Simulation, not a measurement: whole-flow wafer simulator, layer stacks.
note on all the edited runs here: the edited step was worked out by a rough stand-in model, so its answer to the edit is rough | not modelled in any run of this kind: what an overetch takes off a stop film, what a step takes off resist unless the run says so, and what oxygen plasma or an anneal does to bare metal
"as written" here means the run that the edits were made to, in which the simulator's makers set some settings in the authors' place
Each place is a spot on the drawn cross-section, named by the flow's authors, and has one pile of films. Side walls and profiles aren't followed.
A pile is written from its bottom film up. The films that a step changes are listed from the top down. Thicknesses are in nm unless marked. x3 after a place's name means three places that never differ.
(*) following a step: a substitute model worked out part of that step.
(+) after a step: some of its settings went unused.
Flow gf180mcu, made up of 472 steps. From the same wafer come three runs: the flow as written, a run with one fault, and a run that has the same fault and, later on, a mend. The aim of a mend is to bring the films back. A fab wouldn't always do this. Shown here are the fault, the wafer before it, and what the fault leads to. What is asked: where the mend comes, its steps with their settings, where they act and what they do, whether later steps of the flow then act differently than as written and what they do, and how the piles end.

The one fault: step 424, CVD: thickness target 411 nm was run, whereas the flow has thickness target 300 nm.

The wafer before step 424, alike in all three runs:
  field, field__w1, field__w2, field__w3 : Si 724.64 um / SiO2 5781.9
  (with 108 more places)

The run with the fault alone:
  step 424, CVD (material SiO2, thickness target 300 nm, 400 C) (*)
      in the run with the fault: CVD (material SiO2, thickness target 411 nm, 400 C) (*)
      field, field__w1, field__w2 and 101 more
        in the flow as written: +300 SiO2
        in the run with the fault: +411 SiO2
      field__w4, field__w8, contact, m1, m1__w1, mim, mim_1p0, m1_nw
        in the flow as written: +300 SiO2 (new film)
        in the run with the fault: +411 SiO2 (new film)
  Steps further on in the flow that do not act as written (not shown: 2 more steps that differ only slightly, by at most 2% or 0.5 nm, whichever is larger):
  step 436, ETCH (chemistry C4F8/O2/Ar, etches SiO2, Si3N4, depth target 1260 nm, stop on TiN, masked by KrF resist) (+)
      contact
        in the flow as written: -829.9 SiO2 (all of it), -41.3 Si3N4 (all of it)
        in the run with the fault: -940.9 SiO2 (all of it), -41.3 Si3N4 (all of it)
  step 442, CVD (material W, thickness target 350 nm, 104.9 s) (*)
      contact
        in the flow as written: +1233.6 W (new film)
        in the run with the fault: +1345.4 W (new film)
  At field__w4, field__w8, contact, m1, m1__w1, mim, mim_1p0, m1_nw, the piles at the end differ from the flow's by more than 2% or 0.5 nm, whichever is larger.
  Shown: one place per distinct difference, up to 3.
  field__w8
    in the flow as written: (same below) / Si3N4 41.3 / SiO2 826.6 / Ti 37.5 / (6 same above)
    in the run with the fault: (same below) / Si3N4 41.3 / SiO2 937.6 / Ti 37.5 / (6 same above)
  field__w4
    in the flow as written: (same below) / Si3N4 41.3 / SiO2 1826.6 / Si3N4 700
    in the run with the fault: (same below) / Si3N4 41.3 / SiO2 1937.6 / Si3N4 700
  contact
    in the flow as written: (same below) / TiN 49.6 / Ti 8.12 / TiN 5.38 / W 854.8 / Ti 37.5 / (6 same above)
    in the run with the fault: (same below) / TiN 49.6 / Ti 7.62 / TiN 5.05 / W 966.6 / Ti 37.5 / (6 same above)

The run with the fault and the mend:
  The mend stands after step 424.
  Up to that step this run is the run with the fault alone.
  step 424a, WET ETCH (chemistry dHF, depth target 111 nm, 25 C, dilution 100:1) (the flow's step 17, run once more with other settings)
      field, field__w1, field__w2 and 109 more
        -111 SiO2
  Later steps of the flow that are run all act as written at every place that is followed.
  At every place that both follow, the piles at the end match the flow's.
